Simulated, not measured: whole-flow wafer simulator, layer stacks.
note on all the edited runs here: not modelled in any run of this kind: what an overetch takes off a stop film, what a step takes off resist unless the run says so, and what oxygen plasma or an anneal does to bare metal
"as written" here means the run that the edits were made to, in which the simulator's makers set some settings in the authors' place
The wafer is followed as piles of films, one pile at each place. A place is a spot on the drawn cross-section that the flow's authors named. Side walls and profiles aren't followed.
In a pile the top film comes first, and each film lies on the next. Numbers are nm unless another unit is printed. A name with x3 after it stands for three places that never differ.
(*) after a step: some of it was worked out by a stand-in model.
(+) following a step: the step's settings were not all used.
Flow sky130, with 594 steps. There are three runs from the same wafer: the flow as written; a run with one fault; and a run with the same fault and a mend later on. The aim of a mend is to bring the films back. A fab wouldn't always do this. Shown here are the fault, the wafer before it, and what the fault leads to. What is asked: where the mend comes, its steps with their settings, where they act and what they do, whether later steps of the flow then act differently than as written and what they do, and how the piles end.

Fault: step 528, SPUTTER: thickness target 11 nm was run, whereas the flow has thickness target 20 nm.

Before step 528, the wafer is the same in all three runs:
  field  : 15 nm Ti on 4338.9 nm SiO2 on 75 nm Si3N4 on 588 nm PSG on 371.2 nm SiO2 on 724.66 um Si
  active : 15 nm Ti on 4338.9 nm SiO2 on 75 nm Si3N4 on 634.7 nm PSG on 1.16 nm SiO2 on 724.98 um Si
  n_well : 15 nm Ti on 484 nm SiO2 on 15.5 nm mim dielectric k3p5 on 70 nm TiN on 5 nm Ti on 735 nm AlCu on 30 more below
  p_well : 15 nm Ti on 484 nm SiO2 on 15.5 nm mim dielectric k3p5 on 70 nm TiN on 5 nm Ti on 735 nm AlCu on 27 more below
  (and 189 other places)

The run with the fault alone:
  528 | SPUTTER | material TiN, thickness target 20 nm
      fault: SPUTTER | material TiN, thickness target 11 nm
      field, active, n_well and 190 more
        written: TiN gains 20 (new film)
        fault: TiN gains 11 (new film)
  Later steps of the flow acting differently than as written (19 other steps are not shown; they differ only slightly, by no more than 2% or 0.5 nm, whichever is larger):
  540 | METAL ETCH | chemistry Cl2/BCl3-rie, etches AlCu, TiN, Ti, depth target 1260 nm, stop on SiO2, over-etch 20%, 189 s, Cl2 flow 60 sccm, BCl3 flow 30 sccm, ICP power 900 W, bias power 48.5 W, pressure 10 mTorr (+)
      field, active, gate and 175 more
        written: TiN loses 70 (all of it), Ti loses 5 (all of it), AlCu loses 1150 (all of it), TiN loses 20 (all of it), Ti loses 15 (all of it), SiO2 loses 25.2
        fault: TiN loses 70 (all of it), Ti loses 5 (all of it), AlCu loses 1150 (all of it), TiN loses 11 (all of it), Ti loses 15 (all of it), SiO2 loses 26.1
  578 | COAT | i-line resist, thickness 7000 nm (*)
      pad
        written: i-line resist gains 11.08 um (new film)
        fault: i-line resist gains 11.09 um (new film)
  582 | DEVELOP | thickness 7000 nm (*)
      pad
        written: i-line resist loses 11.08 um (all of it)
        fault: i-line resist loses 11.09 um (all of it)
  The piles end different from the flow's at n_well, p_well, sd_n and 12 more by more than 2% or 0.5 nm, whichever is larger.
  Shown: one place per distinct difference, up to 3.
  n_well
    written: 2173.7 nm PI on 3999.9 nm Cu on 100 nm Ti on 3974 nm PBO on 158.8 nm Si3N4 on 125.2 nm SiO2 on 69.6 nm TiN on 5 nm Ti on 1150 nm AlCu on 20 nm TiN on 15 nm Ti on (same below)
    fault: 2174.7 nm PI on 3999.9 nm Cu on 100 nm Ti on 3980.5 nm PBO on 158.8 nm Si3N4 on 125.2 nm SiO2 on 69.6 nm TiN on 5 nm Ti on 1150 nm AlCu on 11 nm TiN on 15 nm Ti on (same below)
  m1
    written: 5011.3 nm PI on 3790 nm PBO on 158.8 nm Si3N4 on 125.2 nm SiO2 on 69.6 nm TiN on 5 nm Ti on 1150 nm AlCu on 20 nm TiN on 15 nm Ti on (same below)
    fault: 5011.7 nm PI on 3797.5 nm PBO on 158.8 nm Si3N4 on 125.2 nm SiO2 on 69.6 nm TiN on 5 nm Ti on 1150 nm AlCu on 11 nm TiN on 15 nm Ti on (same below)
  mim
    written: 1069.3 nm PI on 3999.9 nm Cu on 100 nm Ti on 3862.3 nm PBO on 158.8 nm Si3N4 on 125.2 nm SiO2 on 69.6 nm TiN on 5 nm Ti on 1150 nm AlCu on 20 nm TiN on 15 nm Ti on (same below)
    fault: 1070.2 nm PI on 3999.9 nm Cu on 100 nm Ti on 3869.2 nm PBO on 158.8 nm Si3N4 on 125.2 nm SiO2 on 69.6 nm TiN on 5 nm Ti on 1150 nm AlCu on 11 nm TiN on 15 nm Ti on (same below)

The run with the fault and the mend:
  The mend follows step 528.
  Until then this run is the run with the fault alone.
  528a | SPUTTER | material TiN, thickness target 9 nm (the flow's step 528 again, with other settings)
      field, active, n_well and 190 more
        TiN gains 9
  None of the later steps of the flow acts differently than as written at any place that is followed.
  The piles end the same as the flow's at every place that both follow.
